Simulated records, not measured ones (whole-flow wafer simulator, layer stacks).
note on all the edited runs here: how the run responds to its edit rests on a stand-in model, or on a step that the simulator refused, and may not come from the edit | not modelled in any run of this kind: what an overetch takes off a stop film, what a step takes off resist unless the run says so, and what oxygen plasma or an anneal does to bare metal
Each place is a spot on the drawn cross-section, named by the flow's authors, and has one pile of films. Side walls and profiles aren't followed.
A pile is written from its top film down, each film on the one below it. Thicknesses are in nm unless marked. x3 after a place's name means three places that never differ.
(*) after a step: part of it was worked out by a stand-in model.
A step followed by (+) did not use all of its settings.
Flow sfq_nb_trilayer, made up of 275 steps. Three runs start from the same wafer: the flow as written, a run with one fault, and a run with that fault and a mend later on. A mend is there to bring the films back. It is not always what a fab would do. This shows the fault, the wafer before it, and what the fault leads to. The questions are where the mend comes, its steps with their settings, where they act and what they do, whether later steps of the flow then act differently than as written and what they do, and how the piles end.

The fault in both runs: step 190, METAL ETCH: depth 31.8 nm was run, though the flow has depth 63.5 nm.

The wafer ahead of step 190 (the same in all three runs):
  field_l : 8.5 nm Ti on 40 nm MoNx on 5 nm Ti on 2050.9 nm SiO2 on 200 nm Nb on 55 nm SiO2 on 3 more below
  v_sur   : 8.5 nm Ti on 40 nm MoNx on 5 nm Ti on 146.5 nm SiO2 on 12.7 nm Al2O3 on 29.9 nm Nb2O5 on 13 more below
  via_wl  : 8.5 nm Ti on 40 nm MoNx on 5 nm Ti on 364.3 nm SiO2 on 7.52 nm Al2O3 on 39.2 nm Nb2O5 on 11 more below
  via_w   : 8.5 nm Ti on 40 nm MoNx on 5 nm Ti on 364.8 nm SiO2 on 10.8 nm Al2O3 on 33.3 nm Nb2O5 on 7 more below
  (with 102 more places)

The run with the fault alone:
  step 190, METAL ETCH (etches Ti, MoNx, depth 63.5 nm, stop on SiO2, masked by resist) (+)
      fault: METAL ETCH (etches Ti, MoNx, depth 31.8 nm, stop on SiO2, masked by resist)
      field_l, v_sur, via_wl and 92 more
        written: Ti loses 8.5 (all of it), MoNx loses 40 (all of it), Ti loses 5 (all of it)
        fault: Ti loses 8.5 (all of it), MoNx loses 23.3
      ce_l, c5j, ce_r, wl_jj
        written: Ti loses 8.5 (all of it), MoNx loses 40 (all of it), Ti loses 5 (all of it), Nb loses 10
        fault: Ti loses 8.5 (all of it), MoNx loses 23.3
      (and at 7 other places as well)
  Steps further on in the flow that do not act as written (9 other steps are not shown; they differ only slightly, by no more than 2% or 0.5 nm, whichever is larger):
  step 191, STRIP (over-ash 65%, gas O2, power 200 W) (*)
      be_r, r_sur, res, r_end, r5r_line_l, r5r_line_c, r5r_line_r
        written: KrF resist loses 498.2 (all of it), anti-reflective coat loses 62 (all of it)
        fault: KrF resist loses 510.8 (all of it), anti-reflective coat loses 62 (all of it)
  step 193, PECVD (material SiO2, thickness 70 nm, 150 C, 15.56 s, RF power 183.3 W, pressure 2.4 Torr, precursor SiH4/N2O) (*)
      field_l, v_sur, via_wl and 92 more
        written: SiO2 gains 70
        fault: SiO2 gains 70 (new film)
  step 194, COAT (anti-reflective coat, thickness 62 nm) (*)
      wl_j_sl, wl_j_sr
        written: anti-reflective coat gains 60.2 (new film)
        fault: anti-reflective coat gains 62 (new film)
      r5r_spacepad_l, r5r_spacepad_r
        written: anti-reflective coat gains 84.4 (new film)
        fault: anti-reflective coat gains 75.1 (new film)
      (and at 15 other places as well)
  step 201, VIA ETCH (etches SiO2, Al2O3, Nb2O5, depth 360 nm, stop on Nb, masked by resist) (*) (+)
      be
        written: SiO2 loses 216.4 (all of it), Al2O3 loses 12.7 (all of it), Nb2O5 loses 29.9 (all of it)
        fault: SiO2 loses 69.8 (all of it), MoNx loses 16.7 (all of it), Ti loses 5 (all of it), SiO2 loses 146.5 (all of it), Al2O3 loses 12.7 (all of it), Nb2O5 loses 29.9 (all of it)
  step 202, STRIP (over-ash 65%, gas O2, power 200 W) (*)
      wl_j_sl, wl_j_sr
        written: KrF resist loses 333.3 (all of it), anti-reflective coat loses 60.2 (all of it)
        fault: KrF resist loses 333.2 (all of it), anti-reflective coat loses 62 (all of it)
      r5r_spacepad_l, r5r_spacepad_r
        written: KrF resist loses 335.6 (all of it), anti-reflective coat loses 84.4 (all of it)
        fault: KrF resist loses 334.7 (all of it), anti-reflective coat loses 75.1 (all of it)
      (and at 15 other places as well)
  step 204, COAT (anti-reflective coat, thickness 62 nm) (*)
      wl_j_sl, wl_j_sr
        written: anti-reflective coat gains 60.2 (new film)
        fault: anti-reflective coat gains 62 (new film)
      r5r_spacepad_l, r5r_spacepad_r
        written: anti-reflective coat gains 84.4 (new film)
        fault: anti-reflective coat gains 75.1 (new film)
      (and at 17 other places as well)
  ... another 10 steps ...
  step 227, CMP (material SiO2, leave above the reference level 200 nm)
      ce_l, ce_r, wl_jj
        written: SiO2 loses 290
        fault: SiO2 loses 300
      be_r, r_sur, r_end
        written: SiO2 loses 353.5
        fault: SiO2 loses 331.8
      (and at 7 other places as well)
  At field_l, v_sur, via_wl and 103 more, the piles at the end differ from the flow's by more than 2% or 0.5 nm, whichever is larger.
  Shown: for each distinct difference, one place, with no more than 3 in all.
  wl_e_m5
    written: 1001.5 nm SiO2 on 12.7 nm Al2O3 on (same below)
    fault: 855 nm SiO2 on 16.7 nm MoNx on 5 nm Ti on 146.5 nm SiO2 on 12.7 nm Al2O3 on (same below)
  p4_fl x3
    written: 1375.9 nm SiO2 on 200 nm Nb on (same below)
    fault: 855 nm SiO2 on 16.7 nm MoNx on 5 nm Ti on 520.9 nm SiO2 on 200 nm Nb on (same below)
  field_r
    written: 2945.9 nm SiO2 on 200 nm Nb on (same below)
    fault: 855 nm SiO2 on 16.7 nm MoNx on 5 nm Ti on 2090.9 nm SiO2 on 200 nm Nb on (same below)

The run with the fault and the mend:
  The mend stands after step 191.
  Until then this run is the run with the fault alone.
  step 191a, COAT (anti-reflective coat, thickness 62 nm) (*) (the flow's step 183, run once more)
      p4_fl x3, p4_w1 x9, p4_g1 x2 and 57 more
        anti-reflective coat gains 62 (new film)
      via_wr, via_sp, via_v and 7 more
        anti-reflective coat gains 62.2 (new film)
      field_l, v_sur, via_wl, via_w
        anti-reflective coat gains 62.1 (new film)
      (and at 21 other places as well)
  step 191b, COAT (KrF resist, thickness 600 nm) (*) (the flow's step 184, run once more)
      p4_fl x3, p4_w1 x9, p4_g1 x2 and 57 more
        KrF resist gains 600 (new film)
      v_sur, via_wl, via_w, via_wr
        KrF resist gains 600.4 (new film)
      via_sp, via_v, l0_sur, l0v
        KrF resist gains 600.5 (new film)
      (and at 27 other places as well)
  step 191c, SOFTBAKE (KrF resist) (the flow's step 185, run once more)
      does not change any film at any place that is followed
  step 191d, EXPOSE (photomask R5, dose 12.12 mJ/cm2, NA 0.6, wavelength 248 nm) (*) (the flow's step 186, run once more)
      does not change any film at any place that is followed
  step 191e, PEB (KrF resist, 90 s) (the flow's step 187, run once more)
      field_l, v_sur, via_wl and 80 more
        KrF resist loses 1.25
      be, be_sur, gap and 11 more
        KrF resist loses 1.26
      be_r, r_sur, r_end
        KrF resist loses 1.23
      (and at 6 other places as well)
  step 191f, DEVELOP (KrF resist, thickness 600 nm, 60 s) (the flow's step 188, run once more)
      p4_fl x3, p4_w1 x9, p4_g1 x2 and 57 more
        KrF resist loses 598.7 (all of it)
      be_r, r_sur, res, r_end, r5r_line_l, r5r_line_c, r5r_line_r
        KrF resist loses 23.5
      field_l, v_sur, via_wl, via_w
        KrF resist loses 599.1 (all of it)
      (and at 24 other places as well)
  step 191g, METAL ETCH (etches anti-reflective coat, depth 125 nm, masked by resist) (*) (+) (the flow's step 189, run once more)
      p4_fl x3, p4_w1 x9, p4_g1 x2 and 57 more
        anti-reflective coat loses 62 (all of it)
      via_wr, via_sp, via_v and 7 more
        anti-reflective coat loses 62.2 (all of it)
      be_r, r_sur, res, r_end, r5r_line_l, r5r_line_c, r5r_line_r
        KrF resist loses 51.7
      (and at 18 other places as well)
  step 191h, METAL ETCH (etches Ti, MoNx, depth 31.7 nm, stop on SiO2, masked by resist) (+) (the flow's step 190, run once more with other settings)
      field_l, v_sur, via_wl and 92 more
        MoNx loses 16.7 (all of it), Ti loses 5 (all of it)
      be_r, r_sur, res, r_end, r5r_line_l, r5r_line_c, r5r_line_r
        KrF resist loses 12.7
      ce_l, c5j, ce_r, wl_jj
        MoNx loses 16.7 (all of it), Ti loses 5 (all of it), Nb loses 10
  step 191i, STRIP (over-ash 65%, gas O2, power 200 W) (*) (the flow's step 191, run once more)
      r5r_line_l, r5r_line_c, r5r_line_r
        KrF resist loses 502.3 (all of it), anti-reflective coat loses 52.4 (all of it)
      be_r
        KrF resist loses 497.9 (all of it), anti-reflective coat loses 56.5 (all of it)
      r_sur
        KrF resist loses 497.7 (all of it), anti-reflective coat loses 59.2 (all of it)
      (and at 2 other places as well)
  None of the later steps of the flow acts differently than as written at any place that is followed.
  The piles end the same as the flow's at every place that both follow.
